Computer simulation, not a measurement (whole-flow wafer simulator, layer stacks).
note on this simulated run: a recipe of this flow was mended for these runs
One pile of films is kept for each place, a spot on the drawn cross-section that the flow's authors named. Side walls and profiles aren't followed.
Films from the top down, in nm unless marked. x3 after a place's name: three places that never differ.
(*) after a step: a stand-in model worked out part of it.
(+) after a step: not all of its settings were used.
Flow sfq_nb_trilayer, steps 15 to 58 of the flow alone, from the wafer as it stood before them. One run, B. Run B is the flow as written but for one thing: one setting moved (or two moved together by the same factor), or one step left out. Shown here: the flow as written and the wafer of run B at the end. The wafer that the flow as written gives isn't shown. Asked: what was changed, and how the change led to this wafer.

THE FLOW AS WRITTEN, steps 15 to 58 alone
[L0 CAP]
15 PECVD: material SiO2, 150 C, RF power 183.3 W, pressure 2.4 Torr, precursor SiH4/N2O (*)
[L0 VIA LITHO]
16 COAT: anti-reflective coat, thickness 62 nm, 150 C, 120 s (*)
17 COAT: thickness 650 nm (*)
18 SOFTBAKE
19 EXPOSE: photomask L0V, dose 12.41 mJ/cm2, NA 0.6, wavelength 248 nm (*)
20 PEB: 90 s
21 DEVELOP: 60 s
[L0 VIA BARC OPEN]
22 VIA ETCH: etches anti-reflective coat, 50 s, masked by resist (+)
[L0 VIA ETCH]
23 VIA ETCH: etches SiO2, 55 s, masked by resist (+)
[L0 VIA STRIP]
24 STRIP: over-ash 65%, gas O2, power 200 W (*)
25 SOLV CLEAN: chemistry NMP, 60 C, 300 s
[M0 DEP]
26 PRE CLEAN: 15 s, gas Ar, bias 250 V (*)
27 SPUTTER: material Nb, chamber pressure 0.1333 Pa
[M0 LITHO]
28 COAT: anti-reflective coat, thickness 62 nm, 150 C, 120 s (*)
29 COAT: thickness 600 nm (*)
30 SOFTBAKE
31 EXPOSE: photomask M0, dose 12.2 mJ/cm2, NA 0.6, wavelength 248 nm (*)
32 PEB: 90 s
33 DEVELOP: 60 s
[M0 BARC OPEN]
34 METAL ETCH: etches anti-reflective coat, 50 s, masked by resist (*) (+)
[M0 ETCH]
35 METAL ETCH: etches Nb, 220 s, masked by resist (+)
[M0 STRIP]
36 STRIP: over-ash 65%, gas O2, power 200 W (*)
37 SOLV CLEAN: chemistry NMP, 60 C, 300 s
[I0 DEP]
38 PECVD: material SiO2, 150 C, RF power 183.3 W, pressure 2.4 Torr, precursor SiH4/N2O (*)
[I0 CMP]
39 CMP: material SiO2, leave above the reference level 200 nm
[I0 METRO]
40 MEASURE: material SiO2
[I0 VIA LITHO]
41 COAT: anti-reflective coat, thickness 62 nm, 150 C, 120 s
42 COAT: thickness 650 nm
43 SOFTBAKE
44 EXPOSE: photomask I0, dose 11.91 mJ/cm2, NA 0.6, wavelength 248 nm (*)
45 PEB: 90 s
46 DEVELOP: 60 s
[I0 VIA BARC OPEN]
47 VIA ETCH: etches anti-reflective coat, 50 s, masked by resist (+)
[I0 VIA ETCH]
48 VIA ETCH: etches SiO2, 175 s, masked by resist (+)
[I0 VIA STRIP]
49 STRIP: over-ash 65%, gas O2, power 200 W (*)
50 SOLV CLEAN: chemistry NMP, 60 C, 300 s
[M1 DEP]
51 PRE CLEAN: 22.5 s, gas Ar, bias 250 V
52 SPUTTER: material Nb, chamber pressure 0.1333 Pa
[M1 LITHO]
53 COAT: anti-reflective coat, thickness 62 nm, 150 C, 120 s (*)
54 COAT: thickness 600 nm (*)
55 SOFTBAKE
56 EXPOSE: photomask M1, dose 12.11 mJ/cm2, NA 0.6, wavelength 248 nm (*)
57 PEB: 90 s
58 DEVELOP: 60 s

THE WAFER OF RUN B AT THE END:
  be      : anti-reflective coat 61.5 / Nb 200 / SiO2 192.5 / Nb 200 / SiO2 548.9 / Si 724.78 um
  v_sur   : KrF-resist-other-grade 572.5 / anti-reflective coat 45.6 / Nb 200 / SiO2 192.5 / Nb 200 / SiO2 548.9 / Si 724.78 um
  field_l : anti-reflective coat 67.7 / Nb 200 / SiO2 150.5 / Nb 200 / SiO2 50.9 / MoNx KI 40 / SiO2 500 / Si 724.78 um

The cause: step 15, PECVD: RF power 161.3 W was run, where the flow has RF power 183.3 W.

How the change led to this, step by step:
  15 PECVD: material SiO2, 150 C, RF power 183.3 W, pressure 2.4 Torr, precursor SiH4/N2O (*)
      v_sur, via_wl, via_w and 97 more: SiO2 +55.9 (as written it would be: SiO2 +60)
      field_l, l0_sur, l0v, l0r_line_l, l0r_line_c, l0r_line_r: SiO2 +55.9 (new film) (as written it would be: SiO2 +60 (new film))
  23 VIA ETCH: etches SiO2, 55 s, masked by resist (+)
      l0v: SiO2 -55.5 (all of it), MoNx KI -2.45 (as written it would be: SiO2 -59.7 (all of it), MoNx KI -2.03)
  28 COAT: anti-reflective coat, thickness 62 nm, 150 C, 120 s (*)
      l0_sur: anti-reflective coat +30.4 (new film) (as written it would be: anti-reflective coat +29.3 (new film))
      l0v: anti-reflective coat +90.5 (new film) (as written it would be: anti-reflective coat +92.5 (new film))
  36 STRIP: over-ash 65%, gas O2, power 200 W (*)
      l0_sur: KrF-resist-other-grade -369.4 (all of it), anti-reflective coat -30.4 (all of it) (as written it would be: KrF-resist-other-grade -370 (all of it), anti-reflective coat -29.3 (all of it))
      l0v: KrF-resist-other-grade -372.4 (all of it), anti-reflective coat -90.5 (all of it) (as written it would be: KrF-resist-other-grade -374.1 (all of it), anti-reflective coat -92.5 (all of it))
